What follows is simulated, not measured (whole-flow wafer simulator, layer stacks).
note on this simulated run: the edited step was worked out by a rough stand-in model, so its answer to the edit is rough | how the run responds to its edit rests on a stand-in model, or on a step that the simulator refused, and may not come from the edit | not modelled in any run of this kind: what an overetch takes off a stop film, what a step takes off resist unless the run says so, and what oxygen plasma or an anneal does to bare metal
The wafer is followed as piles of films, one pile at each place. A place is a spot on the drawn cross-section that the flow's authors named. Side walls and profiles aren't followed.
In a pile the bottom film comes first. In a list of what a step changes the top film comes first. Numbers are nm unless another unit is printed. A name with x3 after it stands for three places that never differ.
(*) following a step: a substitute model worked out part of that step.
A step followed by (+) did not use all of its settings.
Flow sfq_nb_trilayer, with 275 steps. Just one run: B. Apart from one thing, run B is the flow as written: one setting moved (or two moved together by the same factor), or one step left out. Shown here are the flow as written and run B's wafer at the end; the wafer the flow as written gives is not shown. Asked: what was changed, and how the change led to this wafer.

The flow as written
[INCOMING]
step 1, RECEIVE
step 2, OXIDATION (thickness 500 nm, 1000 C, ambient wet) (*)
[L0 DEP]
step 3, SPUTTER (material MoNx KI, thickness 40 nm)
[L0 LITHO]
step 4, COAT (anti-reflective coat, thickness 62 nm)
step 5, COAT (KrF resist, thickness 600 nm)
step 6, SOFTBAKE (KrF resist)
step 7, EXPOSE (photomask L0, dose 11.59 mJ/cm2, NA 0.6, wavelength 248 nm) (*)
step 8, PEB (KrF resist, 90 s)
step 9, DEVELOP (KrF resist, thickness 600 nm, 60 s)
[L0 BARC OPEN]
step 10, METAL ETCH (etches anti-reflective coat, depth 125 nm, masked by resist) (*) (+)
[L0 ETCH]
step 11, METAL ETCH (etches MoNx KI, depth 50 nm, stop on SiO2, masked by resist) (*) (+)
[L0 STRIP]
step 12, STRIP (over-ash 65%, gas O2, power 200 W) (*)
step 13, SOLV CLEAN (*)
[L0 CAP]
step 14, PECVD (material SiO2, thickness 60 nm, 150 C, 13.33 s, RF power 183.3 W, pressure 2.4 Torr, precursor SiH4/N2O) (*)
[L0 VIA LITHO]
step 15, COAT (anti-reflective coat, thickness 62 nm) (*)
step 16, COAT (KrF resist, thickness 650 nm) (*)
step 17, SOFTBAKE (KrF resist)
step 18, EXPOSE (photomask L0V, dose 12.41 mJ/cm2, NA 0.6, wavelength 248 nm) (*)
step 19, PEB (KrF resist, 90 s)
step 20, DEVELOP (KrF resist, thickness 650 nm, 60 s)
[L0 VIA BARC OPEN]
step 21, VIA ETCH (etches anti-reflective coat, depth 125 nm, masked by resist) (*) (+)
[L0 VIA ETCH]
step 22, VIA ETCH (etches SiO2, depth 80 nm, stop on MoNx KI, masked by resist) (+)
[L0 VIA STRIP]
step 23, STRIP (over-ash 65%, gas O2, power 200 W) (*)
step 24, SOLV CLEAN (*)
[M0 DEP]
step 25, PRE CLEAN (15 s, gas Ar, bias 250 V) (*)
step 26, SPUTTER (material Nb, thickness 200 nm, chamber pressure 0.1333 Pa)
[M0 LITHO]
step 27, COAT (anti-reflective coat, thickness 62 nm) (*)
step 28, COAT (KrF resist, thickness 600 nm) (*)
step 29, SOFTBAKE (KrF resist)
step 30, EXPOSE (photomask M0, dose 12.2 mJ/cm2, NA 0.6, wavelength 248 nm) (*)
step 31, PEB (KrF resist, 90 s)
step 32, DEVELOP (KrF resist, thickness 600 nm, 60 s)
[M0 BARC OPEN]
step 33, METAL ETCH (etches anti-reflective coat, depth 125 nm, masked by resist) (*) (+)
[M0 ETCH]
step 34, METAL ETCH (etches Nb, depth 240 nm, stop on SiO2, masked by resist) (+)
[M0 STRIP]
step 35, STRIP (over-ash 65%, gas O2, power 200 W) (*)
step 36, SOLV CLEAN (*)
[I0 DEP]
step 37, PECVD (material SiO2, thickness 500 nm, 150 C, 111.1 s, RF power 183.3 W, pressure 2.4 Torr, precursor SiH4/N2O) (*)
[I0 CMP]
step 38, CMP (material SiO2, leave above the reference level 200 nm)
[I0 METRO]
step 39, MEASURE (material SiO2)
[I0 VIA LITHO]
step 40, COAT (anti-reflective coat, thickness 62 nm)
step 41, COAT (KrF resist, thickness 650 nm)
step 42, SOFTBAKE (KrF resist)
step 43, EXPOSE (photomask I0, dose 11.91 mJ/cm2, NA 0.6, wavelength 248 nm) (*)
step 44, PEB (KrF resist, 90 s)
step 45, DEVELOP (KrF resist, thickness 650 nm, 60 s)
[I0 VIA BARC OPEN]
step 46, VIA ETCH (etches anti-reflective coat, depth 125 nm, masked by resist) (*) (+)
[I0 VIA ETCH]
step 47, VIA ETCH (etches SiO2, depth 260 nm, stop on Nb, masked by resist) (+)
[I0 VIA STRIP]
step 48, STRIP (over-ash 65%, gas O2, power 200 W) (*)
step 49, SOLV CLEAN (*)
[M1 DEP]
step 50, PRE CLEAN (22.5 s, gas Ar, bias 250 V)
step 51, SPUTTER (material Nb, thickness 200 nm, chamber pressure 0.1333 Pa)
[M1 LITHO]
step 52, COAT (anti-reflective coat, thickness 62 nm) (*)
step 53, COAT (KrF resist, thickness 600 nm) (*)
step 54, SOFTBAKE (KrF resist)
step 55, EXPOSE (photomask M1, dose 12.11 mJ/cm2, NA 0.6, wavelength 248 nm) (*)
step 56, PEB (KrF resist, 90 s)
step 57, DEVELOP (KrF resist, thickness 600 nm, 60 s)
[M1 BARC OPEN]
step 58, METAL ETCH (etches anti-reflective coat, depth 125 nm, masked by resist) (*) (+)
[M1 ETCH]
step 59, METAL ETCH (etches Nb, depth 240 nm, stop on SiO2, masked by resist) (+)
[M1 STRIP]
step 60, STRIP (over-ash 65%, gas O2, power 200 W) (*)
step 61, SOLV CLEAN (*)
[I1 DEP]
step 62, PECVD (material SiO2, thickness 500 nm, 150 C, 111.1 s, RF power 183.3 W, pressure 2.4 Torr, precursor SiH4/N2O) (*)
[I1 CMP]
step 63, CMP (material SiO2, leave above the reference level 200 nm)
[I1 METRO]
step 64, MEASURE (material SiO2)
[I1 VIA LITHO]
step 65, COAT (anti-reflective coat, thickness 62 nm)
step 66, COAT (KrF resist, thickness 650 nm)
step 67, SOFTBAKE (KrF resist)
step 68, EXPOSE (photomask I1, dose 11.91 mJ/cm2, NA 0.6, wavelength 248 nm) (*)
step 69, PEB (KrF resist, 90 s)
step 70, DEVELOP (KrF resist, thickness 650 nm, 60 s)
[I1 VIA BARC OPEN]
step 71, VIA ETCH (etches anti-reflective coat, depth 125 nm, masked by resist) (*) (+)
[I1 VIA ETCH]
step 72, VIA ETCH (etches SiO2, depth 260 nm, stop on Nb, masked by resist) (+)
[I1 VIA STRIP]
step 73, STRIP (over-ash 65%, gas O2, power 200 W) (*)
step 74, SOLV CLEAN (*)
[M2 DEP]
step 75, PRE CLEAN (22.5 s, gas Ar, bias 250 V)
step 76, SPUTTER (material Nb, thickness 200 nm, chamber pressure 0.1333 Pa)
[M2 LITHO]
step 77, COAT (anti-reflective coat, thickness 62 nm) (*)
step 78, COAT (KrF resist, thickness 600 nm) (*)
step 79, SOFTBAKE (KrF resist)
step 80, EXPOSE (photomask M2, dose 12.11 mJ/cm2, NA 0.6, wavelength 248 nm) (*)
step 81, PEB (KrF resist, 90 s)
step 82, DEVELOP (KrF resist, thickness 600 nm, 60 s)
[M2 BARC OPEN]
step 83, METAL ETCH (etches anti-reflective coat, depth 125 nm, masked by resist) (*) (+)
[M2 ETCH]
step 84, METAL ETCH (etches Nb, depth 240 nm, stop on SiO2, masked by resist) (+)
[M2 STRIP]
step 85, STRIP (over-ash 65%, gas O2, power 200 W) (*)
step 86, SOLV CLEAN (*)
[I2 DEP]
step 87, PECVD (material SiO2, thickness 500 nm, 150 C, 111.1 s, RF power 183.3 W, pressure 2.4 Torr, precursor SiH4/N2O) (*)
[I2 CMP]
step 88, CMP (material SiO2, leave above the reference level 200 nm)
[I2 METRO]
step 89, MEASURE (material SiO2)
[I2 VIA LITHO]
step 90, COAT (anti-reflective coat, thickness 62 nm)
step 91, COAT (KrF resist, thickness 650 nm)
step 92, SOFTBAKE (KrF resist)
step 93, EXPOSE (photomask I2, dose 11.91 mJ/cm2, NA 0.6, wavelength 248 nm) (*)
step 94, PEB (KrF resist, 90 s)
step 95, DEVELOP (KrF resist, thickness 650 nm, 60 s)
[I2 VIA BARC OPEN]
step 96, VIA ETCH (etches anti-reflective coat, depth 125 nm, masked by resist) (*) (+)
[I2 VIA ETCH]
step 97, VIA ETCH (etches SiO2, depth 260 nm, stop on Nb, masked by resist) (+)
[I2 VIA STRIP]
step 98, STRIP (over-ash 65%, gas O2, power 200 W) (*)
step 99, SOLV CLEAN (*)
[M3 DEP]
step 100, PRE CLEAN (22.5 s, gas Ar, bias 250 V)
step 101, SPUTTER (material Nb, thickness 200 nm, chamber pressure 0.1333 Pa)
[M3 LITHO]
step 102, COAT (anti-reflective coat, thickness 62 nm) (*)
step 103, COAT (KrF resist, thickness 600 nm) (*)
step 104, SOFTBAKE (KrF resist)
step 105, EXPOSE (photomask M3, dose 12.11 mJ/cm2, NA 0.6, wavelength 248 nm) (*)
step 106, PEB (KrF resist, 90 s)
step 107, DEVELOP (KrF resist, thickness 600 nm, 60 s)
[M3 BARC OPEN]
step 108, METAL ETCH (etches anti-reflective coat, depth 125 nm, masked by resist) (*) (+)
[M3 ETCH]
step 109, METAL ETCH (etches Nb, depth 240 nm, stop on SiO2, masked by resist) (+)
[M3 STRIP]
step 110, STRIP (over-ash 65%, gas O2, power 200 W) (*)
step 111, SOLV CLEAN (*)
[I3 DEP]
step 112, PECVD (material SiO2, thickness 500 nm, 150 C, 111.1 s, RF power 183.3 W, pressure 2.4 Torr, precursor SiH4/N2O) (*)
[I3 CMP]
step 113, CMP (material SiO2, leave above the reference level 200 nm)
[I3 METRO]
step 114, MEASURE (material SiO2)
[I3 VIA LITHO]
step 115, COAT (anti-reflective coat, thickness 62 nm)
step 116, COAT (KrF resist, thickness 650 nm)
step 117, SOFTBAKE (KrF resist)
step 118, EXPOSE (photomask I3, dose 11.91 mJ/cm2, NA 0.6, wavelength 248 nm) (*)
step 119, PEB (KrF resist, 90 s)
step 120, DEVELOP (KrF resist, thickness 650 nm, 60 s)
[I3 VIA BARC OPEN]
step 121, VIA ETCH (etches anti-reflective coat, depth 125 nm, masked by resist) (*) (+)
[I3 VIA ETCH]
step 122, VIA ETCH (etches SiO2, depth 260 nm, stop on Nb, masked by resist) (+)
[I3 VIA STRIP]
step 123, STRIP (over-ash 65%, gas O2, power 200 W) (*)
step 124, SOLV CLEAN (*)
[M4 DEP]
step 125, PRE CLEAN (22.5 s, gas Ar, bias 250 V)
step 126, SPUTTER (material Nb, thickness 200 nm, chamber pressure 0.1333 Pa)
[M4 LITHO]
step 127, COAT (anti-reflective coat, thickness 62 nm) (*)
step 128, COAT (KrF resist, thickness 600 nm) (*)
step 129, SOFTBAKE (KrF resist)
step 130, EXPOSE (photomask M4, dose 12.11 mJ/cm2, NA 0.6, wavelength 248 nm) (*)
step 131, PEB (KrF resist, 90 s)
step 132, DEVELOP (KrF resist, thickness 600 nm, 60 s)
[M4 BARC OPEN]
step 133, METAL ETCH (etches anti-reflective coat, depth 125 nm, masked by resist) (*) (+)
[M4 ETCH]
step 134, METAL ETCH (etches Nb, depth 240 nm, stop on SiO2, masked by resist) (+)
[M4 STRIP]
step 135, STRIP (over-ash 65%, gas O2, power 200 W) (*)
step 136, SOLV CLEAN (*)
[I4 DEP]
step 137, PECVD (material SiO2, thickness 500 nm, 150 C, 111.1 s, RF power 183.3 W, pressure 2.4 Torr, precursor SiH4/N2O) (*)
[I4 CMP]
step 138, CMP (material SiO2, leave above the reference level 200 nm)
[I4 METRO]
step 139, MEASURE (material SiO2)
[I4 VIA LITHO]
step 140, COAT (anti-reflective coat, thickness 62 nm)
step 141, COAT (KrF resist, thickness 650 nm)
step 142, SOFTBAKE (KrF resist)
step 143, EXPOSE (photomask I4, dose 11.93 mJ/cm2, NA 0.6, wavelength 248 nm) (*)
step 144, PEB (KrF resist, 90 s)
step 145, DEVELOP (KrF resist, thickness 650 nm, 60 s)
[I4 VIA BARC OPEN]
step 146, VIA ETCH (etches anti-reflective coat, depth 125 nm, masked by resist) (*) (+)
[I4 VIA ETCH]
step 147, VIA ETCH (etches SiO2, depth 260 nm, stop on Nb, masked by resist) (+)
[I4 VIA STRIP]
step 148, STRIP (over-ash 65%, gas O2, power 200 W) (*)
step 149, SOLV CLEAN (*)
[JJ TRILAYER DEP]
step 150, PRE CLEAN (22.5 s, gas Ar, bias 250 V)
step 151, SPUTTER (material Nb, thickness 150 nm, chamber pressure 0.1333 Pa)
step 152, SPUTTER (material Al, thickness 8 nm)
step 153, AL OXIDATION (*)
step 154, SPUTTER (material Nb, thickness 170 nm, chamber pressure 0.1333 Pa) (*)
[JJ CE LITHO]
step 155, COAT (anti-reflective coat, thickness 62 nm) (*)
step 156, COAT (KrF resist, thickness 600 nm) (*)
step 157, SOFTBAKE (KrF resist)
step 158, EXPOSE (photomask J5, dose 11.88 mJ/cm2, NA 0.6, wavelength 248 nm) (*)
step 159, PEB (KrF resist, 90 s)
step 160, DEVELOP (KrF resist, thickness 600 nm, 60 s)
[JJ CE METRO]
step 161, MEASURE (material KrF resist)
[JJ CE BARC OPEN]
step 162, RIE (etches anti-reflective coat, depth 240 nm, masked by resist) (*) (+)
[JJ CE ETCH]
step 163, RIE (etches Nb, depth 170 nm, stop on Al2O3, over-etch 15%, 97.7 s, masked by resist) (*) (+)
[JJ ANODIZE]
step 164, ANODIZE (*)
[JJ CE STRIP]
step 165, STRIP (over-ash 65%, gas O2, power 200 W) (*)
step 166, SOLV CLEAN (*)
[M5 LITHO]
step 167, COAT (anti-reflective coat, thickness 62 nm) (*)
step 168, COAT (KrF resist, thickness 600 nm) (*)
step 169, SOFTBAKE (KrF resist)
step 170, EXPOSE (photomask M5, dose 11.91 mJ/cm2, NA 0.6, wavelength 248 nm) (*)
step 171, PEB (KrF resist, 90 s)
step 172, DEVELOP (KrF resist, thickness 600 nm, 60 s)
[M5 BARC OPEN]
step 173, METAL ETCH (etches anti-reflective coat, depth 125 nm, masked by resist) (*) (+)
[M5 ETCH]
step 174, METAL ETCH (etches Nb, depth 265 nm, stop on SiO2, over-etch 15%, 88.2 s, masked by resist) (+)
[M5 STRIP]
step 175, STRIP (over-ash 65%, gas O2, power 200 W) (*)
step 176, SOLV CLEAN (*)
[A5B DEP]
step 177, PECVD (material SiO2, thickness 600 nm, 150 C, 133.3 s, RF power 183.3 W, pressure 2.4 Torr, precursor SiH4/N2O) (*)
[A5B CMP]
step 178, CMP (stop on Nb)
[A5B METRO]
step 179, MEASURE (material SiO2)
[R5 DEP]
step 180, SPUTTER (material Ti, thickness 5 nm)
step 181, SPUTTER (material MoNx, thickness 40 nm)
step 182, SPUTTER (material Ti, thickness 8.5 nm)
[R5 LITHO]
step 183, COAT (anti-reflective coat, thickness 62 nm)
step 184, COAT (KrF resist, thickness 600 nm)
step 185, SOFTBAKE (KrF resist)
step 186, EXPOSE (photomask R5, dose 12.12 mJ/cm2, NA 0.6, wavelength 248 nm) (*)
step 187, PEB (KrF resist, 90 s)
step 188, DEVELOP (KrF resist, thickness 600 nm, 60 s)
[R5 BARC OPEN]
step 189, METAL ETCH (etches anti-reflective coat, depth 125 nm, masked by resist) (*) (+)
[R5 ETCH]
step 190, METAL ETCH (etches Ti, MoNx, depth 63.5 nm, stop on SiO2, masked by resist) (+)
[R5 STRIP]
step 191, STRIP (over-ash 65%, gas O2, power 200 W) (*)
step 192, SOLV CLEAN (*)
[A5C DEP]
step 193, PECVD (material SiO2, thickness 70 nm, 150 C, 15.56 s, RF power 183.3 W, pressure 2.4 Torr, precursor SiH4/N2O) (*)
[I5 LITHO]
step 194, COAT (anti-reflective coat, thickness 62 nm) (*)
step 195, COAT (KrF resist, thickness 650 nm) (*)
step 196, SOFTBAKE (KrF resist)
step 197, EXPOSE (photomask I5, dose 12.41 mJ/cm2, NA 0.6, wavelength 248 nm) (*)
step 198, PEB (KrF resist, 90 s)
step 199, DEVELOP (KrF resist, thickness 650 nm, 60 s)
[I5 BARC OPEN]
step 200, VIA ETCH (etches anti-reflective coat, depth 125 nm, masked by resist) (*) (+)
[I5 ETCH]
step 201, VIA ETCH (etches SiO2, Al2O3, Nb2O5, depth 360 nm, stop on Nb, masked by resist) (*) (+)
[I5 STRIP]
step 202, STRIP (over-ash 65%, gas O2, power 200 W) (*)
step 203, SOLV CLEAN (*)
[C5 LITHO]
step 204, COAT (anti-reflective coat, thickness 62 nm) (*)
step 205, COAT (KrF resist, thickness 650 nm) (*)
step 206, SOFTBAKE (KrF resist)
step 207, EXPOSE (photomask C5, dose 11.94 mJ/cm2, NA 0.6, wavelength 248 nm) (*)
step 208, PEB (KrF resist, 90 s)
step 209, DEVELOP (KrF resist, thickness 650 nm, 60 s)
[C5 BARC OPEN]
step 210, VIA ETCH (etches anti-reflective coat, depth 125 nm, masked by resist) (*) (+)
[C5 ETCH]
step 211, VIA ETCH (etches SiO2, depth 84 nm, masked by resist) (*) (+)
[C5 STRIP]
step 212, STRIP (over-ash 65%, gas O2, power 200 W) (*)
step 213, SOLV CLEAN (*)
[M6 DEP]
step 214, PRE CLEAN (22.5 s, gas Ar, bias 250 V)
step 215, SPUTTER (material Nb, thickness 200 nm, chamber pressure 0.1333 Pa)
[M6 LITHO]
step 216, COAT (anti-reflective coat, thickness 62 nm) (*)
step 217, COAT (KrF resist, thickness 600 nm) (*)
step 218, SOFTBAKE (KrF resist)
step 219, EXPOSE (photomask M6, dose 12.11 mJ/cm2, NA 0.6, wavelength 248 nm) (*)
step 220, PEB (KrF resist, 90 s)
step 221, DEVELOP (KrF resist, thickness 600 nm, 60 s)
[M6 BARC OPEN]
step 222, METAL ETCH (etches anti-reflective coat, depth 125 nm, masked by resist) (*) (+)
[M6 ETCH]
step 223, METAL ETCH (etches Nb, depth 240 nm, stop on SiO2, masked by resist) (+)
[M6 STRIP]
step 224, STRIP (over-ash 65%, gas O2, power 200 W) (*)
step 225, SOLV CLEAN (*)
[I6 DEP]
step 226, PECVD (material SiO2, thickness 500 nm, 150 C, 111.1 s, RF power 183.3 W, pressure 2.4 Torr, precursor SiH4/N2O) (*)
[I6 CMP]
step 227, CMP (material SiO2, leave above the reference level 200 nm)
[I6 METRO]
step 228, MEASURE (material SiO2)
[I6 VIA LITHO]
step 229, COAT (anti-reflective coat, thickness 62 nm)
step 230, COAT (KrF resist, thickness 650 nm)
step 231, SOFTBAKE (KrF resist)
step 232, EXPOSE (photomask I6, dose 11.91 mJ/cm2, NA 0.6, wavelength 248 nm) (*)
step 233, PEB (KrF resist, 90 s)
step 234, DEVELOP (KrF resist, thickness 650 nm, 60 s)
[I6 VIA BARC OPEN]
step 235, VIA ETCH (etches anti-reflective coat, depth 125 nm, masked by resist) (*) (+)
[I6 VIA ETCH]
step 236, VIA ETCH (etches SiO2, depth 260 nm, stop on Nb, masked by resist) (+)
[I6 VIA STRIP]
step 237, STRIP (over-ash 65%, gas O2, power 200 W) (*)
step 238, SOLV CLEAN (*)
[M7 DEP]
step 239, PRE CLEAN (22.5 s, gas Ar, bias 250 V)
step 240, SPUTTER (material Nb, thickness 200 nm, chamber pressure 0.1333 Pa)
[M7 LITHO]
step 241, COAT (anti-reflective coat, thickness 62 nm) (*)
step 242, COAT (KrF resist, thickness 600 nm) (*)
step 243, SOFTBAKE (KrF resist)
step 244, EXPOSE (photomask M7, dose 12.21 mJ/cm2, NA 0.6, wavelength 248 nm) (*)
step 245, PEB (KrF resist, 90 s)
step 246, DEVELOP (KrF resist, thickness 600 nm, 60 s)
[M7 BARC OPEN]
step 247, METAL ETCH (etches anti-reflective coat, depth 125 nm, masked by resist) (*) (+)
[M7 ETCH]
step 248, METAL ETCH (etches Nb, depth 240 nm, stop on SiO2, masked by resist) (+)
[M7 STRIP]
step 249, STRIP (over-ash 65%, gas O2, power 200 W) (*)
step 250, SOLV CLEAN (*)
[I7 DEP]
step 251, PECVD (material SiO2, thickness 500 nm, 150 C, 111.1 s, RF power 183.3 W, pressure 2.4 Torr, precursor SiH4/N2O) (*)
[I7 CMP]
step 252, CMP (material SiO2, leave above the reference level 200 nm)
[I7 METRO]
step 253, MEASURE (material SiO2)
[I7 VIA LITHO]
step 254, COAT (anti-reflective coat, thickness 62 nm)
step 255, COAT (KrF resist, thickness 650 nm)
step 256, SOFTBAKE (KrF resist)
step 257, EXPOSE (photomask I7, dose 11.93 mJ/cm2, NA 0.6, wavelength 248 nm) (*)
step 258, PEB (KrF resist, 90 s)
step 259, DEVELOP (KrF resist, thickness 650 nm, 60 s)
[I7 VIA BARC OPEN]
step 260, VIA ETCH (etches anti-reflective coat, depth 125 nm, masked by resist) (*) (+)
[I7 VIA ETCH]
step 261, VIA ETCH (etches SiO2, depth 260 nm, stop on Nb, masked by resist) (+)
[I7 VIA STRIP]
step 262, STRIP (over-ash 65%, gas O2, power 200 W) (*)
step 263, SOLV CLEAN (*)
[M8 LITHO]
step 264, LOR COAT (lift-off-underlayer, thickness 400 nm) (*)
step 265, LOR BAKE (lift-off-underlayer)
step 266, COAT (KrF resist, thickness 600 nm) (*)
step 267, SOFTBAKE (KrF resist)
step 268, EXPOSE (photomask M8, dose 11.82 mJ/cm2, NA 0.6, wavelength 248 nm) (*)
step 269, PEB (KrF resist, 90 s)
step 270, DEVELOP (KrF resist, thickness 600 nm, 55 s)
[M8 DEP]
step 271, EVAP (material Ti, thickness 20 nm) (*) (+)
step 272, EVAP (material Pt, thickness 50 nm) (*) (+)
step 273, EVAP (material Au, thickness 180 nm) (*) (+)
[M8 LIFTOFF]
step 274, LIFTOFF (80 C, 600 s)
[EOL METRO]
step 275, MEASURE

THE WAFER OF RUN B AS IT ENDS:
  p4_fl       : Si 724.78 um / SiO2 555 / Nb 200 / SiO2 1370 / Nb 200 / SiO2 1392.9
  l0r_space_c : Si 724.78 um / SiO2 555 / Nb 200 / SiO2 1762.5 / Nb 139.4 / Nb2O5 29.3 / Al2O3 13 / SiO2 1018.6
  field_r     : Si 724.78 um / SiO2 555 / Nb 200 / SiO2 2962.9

Cause: step 154, SPUTTER: thickness 187 nm was run, whereas the flow has thickness 170 nm.

Step by step, how the change led to this:
  step 154, SPUTTER (material Nb, thickness 170 nm, chamber pressure 0.1333 Pa) (*)
      field_l, v_sur, via_sp and 100 more: +187 Nb (new film) (as written it would have been: +170 Nb (new film))
      via_wl, via_wr: +154.9 Nb (new film) (as written it would have been: +140.7 Nb (new film))
      (also at 1 further place)
  step 155, COAT (anti-reflective coat, thickness 62 nm) (*)
      via_wl, via_wr: +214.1 anti-reflective coat (new film) (as written it would have been: +209.4 anti-reflective coat (new film))
  step 162, RIE (etches anti-reflective coat, depth 240 nm, masked by resist) (*) (+)
      ce_l, c5j, ce_r, wl_jj: -214.1 KrF resist (as written it would have been: -209.4 KrF resist)
      via_wl, via_wr: -214.1 anti-reflective coat (all of it) (as written it would have been: -209.4 anti-reflective coat (all of it))
  step 163, RIE (etches Nb, depth 170 nm, stop on Al2O3, over-etch 15%, 97.7 s, masked by resist) (*) (+)
      field_l, v_sur, via_sp and 96 more: -187 Nb (all of it), -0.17 Al2O3 (as written it would have been: -170 Nb (all of it), -0.51 Al2O3)
      via_wl, via_wr: -154.9 Nb (all of it), -0.96 Al2O3 (all of it) (as written it would have been: -140.7 Nb (all of it), -0.96 Al2O3 (all of it))
      (also at 1 further place)
  step 164, ANODIZE (*)
      field_l, v_sur, via_sp and 96 more: +12.2 Al2O3, +29.3 Nb2O5 (new film), -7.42 Al (all of it), -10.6 Nb (as written it would have been: +12.2 Al2O3, +29.9 Nb2O5 (new film), -7.42 Al (all of it), -10.8 Nb)
  step 167, COAT (anti-reflective coat, thickness 62 nm) (*)
      wl_j_sl, wl_j_sr: +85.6 anti-reflective coat (new film) (as written it would have been: +83.3 anti-reflective coat (new film))
      jj_sur: +84.6 anti-reflective coat (new film) (as written it would have been: +82.6 anti-reflective coat (new film))
      (also at 5 further places)
  step 174, METAL ETCH (etches Nb, depth 265 nm, stop on SiO2, over-etch 15%, 88.2 s, masked by resist) (+)
      field_l, r_sur, res and 50 more: -13 Al2O3 (all of it), -29.3 Nb2O5 (all of it), -139.4 Nb (all of it), -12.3 SiO2 (as written it would have been: -12.6 Al2O3 (all of it), -29.9 Nb2O5 (all of it), -139.2 Nb (all of it), -12.3 SiO2)
  step 175, STRIP (over-ash 65%, gas O2, power 200 W) (*)
      jj_sur: -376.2 KrF resist (all of it), -84.6 anti-reflective coat (all of it) (as written it would have been: -374.7 KrF resist (all of it), -82.6 anti-reflective coat (all of it))
      ce_l: -289.3 KrF resist (all of it), -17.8 anti-reflective coat (all of it) (as written it would have been: -299.6 KrF resist (all of it), -19.6 anti-reflective coat (all of it))
      (also at 6 further places)
  step 178, CMP (stop on Nb)
      v_sur, via_sp, via_v and 43 more: -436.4 SiO2 (as written it would have been: -453.5 SiO2)
      field_l, p4_fl, p4_fm and 39 more: -242.3 SiO2 (as written it would have been: -259.3 SiO2)
      (also at 14 further places)
  step 201, VIA ETCH (etches SiO2, Al2O3, Nb2O5, depth 360 nm, stop on Nb, masked by resist) (*) (+)
      be: -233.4 SiO2 (all of it), -13 Al2O3 (all of it), -29.3 Nb2O5 (all of it) (as written it would have been: -216.4 SiO2 (all of it), -12.7 Al2O3 (all of it), -29.9 Nb2O5 (all of it))
  step 204, COAT (anti-reflective coat, thickness 62 nm) (*)
      be: +124.7 anti-reflective coat (new film) (as written it would have been: +122.2 anti-reflective coat (new film))
  step 212, STRIP (over-ash 65%, gas O2, power 200 W) (*)
      be: -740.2 KrF resist (all of it), -124.7 anti-reflective coat (all of it) (as written it would have been: -728.2 KrF resist (all of it), -122.2 anti-reflective coat (all of it))
  step 215, SPUTTER (material Nb, thickness 200 nm, chamber pressure 0.1333 Pa)
      be: +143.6 Nb (as written it would have been: +147.3 Nb)
  step 216, COAT (anti-reflective coat, thickness 62 nm) (*)
      be: +139.9 anti-reflective coat (new film) (as written it would have been: +136.7 anti-reflective coat (new film))
  step 224, STRIP (over-ash 65%, gas O2, power 200 W) (*)
      be: -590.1 KrF resist (all of it), -139.9 anti-reflective coat (all of it) (as written it would have been: -575.8 KrF resist (all of it), -136.7 anti-reflective coat (all of it))
  step 226, PECVD (material SiO2, thickness 500 nm, 150 C, 111.1 s, RF power 183.3 W, pressure 2.4 Torr, precursor SiH4/N2O) (*)
      be: +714 SiO2 (new film) (as written it would have been: +693.5 SiO2 (new film))
